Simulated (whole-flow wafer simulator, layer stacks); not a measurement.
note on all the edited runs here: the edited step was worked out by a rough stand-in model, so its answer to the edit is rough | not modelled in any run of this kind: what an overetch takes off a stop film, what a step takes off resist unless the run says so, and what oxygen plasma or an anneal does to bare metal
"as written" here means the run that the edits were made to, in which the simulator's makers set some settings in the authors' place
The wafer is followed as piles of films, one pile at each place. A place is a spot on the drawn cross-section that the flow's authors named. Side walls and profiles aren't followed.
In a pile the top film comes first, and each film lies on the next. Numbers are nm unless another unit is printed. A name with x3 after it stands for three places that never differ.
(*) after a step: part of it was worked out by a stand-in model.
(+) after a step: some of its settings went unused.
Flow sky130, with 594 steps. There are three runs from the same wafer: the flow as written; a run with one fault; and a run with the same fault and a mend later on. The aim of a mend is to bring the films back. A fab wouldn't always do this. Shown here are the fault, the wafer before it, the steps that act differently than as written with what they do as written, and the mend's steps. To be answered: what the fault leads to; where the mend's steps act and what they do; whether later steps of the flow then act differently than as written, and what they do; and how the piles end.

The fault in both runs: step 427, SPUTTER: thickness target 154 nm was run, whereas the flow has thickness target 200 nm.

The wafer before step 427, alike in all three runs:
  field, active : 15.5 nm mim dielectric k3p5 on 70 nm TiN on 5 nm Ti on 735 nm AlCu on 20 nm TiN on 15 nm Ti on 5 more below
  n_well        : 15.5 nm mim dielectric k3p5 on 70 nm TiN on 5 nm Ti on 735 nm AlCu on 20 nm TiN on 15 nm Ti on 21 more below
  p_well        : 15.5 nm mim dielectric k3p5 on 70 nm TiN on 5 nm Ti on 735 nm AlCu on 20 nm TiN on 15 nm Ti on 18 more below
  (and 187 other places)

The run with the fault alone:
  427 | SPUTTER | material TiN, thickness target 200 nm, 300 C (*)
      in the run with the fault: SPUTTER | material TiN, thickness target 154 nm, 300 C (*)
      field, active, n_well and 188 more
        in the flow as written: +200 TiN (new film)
        in the run with the fault: +154 TiN (new film)
  Steps later in the flow that act otherwise than as written (not shown: 3 more steps that differ only slightly, by at most 2% or 0.5 nm, whichever is larger):
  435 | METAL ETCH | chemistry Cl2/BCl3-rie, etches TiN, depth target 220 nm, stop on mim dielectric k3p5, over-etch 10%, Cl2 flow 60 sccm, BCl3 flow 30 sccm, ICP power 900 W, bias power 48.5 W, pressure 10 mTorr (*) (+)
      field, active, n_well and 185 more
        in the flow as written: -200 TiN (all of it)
        in the run with the fault: -154 TiN (all of it)
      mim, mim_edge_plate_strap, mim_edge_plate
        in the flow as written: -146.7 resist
        in the run with the fault: -112.9 resist
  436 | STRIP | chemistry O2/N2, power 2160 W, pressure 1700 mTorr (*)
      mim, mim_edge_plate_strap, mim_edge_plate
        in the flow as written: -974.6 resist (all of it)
        in the run with the fault: -1008.3 resist (all of it)
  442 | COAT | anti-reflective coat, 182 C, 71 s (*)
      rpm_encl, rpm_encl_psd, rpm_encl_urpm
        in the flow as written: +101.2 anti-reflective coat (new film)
        in the run with the fault: +104.2 anti-reflective coat (new film)
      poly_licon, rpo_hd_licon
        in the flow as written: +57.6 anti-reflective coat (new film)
        in the run with the fault: +70.3 anti-reflective coat (new film)
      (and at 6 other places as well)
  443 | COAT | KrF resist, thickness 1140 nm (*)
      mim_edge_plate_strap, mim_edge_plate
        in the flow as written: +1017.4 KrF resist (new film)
        in the run with the fault: +1063.4 KrF resist (new film)
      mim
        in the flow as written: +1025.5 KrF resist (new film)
        in the run with the fault: +1066.7 KrF resist (new film)
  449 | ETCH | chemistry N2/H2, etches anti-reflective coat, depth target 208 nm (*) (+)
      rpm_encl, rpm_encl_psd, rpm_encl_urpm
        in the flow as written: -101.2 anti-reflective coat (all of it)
        in the run with the fault: -104.2 anti-reflective coat (all of it)
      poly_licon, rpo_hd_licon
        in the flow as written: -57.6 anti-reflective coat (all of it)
        in the run with the fault: -70.3 anti-reflective coat (all of it)
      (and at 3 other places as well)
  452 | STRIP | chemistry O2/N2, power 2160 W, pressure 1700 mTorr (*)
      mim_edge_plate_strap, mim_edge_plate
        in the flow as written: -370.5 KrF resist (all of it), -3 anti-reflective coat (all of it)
        in the run with the fault: -416.4 KrF resist (all of it), -3 anti-reflective coat (all of it)
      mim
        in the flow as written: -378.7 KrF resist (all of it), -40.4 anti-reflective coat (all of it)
        in the run with the fault: -419.7 KrF resist (all of it), -31.3 anti-reflective coat (all of it)
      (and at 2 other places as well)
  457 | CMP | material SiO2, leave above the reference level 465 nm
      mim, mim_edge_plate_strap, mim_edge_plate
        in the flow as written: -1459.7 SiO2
        in the run with the fault: -1413.7 SiO2
  At mim, mim_edge_plate_strap, mim_edge_plate, the piles at the end differ from the flow's by more than 2% or 0.5 nm, whichever is larger.
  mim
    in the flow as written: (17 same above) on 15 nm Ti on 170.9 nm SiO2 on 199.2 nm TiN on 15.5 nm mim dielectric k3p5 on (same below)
    in the run with the fault: (17 same above) on 15 nm Ti on 216.9 nm SiO2 on 153.2 nm TiN on 15.5 nm mim dielectric k3p5 on (same below)
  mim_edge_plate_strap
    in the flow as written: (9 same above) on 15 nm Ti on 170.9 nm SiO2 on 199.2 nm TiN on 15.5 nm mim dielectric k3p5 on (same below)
    in the run with the fault: (9 same above) on 15 nm Ti on 216.9 nm SiO2 on 153.2 nm TiN on 15.5 nm mim dielectric k3p5 on (same below)
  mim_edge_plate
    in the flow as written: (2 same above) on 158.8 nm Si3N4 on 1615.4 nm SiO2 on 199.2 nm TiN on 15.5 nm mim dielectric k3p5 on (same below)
    in the run with the fault: (2 same above) on 158.8 nm Si3N4 on 1661.4 nm SiO2 on 153.2 nm TiN on 15.5 nm mim dielectric k3p5 on (same below)

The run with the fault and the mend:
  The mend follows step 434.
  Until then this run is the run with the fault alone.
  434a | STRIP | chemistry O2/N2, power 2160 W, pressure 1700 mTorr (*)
      mim, mim_edge_plate_strap, mim_edge_plate
        -1121.3 resist (all of it)
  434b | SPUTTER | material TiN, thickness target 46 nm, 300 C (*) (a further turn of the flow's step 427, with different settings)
      field, active, n_well and 188 more
        +46 TiN
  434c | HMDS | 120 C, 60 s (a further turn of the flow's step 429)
      alters no film at any place that is followed
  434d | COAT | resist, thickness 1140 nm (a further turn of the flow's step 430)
      field, active, n_well and 186 more
        +1140 resist (new film)
      m1, via2_hole
        +1140.6 resist (new film)
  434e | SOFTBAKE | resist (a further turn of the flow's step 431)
      alters no film at any place that is followed
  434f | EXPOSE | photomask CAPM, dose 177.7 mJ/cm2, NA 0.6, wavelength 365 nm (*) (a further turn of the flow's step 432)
      alters no film at any place that is followed
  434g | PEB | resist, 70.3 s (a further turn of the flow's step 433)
      field, active, n_well and 188 more
        -18.7 resist
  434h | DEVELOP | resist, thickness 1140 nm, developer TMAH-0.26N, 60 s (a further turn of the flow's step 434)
      field, active, n_well and 183 more
        -1121.3 resist (all of it)
      m1, via2_hole
        -1121.9 resist (all of it)
  None of the later steps of the flow acts differently than as written at any place that is followed.
  The piles end the same as the flow's at every place that both follow.
